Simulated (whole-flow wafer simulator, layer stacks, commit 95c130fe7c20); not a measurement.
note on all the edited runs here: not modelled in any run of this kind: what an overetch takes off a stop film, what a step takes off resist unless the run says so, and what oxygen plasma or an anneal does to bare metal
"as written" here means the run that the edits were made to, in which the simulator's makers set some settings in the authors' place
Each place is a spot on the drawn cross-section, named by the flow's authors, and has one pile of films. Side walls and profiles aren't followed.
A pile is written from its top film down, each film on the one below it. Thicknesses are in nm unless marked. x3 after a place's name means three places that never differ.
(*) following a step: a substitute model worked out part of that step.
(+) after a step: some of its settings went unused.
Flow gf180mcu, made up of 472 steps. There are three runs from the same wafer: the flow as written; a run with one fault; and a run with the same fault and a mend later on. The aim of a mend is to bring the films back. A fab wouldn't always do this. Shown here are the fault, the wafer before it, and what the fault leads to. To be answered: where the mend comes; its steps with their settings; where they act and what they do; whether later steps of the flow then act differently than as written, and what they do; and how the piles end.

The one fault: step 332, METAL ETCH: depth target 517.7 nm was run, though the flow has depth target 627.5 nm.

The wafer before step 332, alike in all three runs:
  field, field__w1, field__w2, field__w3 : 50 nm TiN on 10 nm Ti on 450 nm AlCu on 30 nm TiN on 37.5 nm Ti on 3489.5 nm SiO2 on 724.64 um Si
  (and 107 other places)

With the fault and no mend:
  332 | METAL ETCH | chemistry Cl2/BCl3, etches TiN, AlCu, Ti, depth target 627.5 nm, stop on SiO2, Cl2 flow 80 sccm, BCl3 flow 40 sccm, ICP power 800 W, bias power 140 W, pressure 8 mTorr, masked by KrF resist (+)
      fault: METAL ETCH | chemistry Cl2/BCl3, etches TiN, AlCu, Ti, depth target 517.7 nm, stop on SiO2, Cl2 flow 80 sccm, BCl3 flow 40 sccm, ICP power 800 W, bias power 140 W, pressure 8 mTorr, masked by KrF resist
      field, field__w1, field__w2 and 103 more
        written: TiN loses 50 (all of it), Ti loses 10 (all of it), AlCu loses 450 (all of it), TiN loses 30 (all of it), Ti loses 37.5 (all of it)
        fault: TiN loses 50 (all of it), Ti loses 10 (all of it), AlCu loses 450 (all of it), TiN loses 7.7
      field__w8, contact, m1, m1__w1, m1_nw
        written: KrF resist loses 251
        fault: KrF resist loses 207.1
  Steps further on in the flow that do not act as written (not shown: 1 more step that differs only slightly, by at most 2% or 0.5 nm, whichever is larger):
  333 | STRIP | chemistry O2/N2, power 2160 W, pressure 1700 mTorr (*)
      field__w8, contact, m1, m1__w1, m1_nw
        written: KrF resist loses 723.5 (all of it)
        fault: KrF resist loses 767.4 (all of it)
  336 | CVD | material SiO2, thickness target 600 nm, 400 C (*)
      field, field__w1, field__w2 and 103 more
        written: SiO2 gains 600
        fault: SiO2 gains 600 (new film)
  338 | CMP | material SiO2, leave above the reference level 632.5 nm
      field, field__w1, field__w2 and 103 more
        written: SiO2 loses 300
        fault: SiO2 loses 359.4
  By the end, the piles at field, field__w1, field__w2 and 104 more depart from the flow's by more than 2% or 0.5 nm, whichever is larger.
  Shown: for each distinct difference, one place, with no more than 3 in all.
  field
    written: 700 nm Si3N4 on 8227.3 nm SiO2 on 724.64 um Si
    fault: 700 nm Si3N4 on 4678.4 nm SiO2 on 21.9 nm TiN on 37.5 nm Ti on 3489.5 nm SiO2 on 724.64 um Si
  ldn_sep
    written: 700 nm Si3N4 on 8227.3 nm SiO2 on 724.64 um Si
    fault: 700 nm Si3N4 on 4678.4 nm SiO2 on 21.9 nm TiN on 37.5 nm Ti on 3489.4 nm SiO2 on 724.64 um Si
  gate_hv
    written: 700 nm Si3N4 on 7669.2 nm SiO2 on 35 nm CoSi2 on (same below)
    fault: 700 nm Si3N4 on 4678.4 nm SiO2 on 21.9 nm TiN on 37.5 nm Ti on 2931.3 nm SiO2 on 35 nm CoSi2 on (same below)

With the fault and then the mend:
  After step 332 comes the mend.
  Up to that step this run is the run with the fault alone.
  332a | METAL ETCH | chemistry Cl2/BCl3, etches TiN, AlCu, Ti, depth target 109.8 nm, stop on SiO2, Cl2 flow 80 sccm, BCl3 flow 40 sccm, ICP power 800 W, bias power 140 W, pressure 8 mTorr, masked by KrF resist (+) (a further turn of the flow's step 332, with different settings)
      field, field__w1, field__w2 and 103 more
        TiN loses 22.3 (all of it), Ti loses 37.5 (all of it)
      field__w8, contact, m1, m1__w1, m1_nw
        KrF resist loses 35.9
  Every later step of the flow that is run acts as written, at every place that is followed, to within 2% or 0.5 nm, whichever is larger.
  At every place that both follow, the piles at the end match the flow's.
